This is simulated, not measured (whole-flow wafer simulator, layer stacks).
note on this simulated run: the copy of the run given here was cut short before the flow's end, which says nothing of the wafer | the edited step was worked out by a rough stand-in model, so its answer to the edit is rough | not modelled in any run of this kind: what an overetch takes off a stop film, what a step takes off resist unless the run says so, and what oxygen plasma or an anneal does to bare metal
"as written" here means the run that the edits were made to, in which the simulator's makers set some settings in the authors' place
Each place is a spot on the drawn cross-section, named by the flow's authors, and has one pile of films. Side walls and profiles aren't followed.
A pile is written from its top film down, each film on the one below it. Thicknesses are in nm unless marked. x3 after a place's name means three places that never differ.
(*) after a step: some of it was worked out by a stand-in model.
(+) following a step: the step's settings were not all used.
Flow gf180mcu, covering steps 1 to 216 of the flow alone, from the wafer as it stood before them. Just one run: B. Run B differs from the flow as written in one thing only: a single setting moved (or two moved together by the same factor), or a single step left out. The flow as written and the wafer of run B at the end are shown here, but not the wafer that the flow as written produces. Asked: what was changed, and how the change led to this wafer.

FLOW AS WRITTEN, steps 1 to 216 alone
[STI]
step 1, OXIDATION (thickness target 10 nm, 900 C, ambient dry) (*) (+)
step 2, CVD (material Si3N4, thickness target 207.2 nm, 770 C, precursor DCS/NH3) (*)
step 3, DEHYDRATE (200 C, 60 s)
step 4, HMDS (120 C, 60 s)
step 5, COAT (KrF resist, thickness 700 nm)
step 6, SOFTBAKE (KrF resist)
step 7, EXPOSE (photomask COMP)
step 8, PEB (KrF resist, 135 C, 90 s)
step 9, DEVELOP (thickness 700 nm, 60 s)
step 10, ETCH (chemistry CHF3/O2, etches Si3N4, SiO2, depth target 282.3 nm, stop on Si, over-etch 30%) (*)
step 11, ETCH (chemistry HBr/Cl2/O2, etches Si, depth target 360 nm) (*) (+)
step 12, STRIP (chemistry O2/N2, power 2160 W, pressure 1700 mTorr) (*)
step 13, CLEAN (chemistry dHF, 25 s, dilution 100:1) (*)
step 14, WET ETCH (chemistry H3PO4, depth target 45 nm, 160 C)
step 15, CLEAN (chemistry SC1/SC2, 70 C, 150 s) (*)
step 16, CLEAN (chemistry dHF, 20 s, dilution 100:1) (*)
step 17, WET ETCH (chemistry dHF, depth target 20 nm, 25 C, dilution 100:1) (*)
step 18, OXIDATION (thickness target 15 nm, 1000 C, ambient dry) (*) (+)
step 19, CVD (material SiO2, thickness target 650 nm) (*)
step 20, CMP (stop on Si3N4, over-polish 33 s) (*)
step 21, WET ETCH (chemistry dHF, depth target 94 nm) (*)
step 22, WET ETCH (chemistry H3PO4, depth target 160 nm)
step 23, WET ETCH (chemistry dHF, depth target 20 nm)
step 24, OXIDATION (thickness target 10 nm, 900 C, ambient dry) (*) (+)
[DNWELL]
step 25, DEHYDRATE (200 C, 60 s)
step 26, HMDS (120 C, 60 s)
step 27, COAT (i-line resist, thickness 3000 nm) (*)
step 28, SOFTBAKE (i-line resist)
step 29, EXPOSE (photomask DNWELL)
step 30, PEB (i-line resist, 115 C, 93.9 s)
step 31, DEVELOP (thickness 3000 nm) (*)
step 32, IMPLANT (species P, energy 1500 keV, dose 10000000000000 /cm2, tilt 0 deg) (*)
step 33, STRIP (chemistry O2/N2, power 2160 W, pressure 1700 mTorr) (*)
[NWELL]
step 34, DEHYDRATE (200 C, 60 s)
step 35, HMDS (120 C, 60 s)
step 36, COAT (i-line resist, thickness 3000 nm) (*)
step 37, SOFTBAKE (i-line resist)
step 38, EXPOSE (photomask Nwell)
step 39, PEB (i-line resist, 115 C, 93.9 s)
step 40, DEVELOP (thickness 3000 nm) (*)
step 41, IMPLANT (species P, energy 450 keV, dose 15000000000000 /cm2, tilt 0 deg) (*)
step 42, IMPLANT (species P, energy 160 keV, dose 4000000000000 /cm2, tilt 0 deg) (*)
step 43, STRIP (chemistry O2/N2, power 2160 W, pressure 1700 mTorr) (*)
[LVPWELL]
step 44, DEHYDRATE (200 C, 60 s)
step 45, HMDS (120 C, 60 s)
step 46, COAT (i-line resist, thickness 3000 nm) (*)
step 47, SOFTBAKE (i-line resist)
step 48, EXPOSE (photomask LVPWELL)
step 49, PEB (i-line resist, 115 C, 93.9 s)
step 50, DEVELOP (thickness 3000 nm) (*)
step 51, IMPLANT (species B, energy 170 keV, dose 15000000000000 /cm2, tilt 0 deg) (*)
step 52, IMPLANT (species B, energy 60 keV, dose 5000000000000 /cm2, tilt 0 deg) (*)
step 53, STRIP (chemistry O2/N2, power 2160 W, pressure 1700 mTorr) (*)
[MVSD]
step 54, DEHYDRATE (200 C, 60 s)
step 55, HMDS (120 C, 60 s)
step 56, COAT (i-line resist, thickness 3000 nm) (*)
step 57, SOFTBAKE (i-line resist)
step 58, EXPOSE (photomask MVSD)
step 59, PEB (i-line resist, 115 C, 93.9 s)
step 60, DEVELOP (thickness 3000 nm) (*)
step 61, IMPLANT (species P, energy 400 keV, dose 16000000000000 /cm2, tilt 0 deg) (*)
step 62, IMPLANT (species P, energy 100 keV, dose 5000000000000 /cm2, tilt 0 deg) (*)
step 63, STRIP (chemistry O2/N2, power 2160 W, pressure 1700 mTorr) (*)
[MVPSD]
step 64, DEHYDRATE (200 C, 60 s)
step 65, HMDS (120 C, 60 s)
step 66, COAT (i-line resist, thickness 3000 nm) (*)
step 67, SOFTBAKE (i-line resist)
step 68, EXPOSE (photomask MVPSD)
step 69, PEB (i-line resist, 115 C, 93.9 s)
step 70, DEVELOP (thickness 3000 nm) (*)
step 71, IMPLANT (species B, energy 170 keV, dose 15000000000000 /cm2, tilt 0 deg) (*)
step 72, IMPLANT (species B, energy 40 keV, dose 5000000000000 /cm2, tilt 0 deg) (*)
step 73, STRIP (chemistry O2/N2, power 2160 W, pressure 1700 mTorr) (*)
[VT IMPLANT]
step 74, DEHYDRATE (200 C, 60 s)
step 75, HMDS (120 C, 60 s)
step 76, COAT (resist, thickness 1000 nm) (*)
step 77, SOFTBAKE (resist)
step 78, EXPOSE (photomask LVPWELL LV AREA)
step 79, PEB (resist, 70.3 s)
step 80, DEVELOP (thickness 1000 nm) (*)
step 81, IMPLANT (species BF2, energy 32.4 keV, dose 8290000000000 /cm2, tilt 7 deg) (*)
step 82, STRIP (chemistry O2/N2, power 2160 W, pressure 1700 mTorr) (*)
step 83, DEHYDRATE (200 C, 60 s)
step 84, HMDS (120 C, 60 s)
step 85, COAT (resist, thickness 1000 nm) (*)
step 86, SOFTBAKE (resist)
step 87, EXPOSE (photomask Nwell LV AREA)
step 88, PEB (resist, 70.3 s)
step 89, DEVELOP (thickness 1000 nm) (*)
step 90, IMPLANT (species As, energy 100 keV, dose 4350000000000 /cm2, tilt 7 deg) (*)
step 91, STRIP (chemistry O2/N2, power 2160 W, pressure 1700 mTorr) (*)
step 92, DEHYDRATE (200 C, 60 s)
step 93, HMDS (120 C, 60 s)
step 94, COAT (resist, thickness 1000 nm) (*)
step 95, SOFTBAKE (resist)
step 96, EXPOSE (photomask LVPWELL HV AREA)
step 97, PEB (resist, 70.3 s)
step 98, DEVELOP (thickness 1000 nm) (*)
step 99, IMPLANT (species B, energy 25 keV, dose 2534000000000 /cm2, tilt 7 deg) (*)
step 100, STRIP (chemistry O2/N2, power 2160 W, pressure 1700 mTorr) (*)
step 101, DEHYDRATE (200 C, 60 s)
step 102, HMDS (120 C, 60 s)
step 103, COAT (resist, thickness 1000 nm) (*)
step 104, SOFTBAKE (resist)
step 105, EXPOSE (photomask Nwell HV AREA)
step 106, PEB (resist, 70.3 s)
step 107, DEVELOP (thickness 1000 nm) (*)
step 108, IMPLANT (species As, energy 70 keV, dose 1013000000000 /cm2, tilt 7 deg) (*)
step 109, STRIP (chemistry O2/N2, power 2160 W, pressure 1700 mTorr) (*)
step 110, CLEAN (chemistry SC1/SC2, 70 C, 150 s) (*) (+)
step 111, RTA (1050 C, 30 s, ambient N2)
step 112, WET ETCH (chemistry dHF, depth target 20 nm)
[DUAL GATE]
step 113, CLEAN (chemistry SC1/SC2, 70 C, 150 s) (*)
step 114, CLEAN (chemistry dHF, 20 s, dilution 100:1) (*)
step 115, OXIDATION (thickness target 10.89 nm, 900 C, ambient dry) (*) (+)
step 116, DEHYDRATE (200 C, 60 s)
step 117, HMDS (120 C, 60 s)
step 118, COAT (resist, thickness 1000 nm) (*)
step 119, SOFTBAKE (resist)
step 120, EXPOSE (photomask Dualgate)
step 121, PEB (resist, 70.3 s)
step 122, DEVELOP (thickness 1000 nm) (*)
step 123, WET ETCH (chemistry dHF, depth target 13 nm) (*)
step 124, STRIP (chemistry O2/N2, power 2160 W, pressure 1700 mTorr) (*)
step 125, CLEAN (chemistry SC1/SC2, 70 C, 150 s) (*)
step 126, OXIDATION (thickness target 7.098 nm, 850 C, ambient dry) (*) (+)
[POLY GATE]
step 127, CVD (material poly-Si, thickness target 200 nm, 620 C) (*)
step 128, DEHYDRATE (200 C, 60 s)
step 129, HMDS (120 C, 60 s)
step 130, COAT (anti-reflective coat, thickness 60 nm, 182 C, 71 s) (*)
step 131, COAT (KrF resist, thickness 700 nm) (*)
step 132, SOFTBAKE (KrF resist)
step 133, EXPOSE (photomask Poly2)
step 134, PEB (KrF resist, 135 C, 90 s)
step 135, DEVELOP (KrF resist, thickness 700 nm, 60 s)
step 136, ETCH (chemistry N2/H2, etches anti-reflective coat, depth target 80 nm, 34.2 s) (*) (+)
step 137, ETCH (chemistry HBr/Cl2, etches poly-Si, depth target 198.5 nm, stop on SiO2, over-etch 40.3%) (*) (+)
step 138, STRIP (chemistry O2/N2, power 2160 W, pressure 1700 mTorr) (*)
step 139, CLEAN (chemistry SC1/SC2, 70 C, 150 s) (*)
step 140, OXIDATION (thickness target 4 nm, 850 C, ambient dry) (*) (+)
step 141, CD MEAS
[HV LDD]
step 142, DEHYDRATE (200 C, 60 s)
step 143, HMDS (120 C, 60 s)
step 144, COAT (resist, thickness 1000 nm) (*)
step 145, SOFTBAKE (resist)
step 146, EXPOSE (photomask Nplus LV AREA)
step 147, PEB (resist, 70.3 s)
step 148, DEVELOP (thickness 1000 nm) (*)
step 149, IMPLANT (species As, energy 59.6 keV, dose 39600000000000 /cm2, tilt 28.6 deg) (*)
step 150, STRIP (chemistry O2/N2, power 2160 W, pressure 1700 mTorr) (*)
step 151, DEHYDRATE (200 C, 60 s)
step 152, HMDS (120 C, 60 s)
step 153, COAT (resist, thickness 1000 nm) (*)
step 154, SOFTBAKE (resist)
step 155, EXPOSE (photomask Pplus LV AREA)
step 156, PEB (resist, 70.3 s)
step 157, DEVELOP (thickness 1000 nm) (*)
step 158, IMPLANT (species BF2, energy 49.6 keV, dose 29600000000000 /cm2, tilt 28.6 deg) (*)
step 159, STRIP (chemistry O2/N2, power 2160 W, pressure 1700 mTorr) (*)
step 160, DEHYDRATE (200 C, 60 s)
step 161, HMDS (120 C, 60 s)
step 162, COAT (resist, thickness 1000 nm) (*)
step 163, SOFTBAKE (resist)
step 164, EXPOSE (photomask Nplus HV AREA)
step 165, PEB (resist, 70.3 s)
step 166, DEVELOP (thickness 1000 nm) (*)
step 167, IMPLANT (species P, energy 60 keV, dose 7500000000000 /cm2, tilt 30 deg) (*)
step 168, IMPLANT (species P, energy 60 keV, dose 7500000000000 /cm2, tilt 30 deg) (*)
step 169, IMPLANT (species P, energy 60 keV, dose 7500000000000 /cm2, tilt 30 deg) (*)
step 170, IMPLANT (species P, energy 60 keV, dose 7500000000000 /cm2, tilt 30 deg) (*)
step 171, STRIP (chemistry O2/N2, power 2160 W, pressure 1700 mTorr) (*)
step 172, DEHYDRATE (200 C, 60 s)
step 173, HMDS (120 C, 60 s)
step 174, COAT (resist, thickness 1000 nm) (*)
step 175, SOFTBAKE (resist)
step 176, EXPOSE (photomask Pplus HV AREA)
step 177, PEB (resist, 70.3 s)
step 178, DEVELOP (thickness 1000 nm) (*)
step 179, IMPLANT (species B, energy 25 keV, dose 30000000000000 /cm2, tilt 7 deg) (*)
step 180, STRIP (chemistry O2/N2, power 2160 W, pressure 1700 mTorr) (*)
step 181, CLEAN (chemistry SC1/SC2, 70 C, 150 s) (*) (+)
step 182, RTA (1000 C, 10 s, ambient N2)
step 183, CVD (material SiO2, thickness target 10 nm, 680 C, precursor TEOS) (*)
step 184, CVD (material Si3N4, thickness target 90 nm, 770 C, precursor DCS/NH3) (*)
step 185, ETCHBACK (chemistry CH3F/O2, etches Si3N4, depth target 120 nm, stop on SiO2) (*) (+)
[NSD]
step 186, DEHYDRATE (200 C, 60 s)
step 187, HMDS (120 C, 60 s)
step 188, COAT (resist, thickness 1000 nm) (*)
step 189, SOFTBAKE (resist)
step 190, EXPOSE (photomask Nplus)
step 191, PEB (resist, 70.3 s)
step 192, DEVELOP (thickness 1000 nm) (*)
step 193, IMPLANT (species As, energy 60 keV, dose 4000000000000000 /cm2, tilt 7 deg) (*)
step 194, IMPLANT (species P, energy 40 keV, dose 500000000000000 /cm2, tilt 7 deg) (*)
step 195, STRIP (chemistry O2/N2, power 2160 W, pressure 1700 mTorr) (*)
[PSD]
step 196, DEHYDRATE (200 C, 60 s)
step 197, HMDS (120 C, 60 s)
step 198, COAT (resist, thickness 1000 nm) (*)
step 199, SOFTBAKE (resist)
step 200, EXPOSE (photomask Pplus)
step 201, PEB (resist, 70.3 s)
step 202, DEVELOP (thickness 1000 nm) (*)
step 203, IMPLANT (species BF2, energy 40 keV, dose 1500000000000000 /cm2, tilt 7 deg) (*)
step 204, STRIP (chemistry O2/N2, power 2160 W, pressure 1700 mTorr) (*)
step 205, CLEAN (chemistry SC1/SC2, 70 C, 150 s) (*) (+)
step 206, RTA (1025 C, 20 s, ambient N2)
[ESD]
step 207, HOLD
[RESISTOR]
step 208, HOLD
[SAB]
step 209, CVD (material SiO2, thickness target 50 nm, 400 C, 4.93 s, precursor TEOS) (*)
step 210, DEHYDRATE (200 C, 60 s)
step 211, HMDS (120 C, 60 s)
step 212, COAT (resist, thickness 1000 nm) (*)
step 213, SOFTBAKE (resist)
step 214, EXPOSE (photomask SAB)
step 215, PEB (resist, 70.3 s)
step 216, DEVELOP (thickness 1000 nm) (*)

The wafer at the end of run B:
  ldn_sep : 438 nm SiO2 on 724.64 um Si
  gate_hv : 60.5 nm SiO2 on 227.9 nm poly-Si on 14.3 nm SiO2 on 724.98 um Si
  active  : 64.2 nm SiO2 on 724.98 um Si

What caused this: step 127, CVD: thickness target 230 nm was run, whereas the flow has thickness target 200 nm.

The path from the change to this, step by step:
  step 127, CVD (material poly-Si, thickness target 200 nm, 620 C) (*)
      field, field__w1, field__w2 and 89 more: poly-Si gains 230 (new film) (it would be, as written: poly-Si gains 200 (new film))
  step 137, ETCH (chemistry HBr/Cl2, etches poly-Si, depth target 198.5 nm, stop on SiO2, over-etch 40.3%) (*) (+)
      field__w3, field__w12, field_sub and 14 more: poly-Si loses 229 (all of it), SiO2 loses 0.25 (it would be, as written: poly-Si loses 199 (all of it), SiO2 loses 0.4)
      field__w6, sti, m1 and 11 more: poly-Si loses 228.8 (all of it), SiO2 loses 0.25 (it would be, as written: poly-Si loses 198.8 (all of it), SiO2 loses 0.4)
      (as well as at 33 more places)
  step 144, COAT (resist, thickness 1000 nm) (*)
      gate: resist gains 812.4 (new film) (it would be, as written: resist gains 837.3 (new film))
      gate_hv: resist gains 822.8 (new film) (it would be, as written: resist gains 845.4 (new film))
      (as well as at 26 more places)
  step 145, SOFTBAKE (resist)
      field__w1: resist gains 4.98 (it would be, as written: resist gains 4.19)
      field__w2: resist gains 3.34 (it would be, as written: resist gains 2.82)
      (as well as at 54 more places)
  step 148, DEVELOP (thickness 1000 nm) (*)
      gate: resist loses 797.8 (all of it) (it would be, as written: resist loses 822.7 (all of it))
      npoly_u: resist loses 797.3 (all of it) (it would be, as written: resist loses 821.5 (all of it))
      (as well as at 3 more places)
  step 150, STRIP (chemistry O2/N2, power 2160 W, pressure 1700 mTorr) (*)
      gate_hv: resist loses 800.6 (all of it) (it would be, as written: resist loses 824.2 (all of it))
      gate_p: resist loses 804.4 (all of it) (it would be, as written: resist loses 828.7 (all of it))
      (as well as at 21 more places)
  step 153, COAT (resist, thickness 1000 nm) (*)
      gate: resist gains 812.4 (new film) (it would be, as written: resist gains 837.3 (new film))
      gate_hv: resist gains 822.8 (new film) (it would be, as written: resist gains 845.4 (new film))
      (as well as at 26 more places)
  step 154, SOFTBAKE (resist)
      field__w1: resist gains 4.98 (it would be, as written: resist gains 4.19)
      field__w2: resist gains 3.34 (it would be, as written: resist gains 2.82)
      (as well as at 54 more places)
  step 157, DEVELOP (thickness 1000 nm) (*)
      gate_p: resist loses 804.4 (all of it) (it would be, as written: resist loses 828.7 (all of it))
      ppoly_u: resist loses 803.7 (all of it) (it would be, as written: resist loses 827 (all of it))
      (as well as at 3 more places)
  step 159, STRIP (chemistry O2/N2, power 2160 W, pressure 1700 mTorr) (*)
      gate: resist loses 797.8 (all of it) (it would be, as written: resist loses 822.7 (all of it))
      gate_hv: resist loses 800.6 (all of it) (it would be, as written: resist loses 824.2 (all of it))
      (as well as at 21 more places)
  step 162, COAT (resist, thickness 1000 nm) (*)
      gate: resist gains 812.4 (new film) (it would be, as written: resist gains 837.3 (new film))
      gate_hv: resist gains 822.8 (new film) (it would be, as written: resist gains 845.4 (new film))
      (as well as at 26 more places)
  step 163, SOFTBAKE (resist)
      field__w1: resist gains 4.98 (it would be, as written: resist gains 4.19)
      field__w2: resist gains 3.34 (it would be, as written: resist gains 2.82)
      (as well as at 54 more places)
  step 166, DEVELOP (thickness 1000 nm) (*)
      gate_hv: resist loses 800.6 (all of it) (it would be, as written: resist loses 824.2 (all of it))
      gate_nat: resist loses 835.5 (all of it) (it would be, as written: resist loses 854.5 (all of it))
      (as well as at 7 more places)
  step 171, STRIP (chemistry O2/N2, power 2160 W, pressure 1700 mTorr) (*)
      gate: resist loses 797.8 (all of it) (it would be, as written: resist loses 822.7 (all of it))
      gate_p: resist loses 804.4 (all of it) (it would be, as written: resist loses 828.7 (all of it))
      (as well as at 17 more places)
  step 174, COAT (resist, thickness 1000 nm) (*)
      gate: resist gains 812.4 (new film) (it would be, as written: resist gains 837.3 (new film))
      gate_hv: resist gains 822.8 (new film) (it would be, as written: resist gains 845.4 (new film))
      (as well as at 26 more places)
  step 175, SOFTBAKE (resist)
      field__w1: resist gains 4.98 (it would be, as written: resist gains 4.19)
      field__w2: resist gains 3.34 (it would be, as written: resist gains 2.82)
      (as well as at 54 more places)
  ... 13 other steps ...
  step 216, DEVELOP (thickness 1000 nm) (*)
      gate: resist loses 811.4 (all of it) (it would be, as written: resist loses 834.3 (all of it))
      gate_hv: resist loses 814.7 (all of it) (it would be, as written: resist loses 836.1 (all of it))
      (as well as at 22 more places)
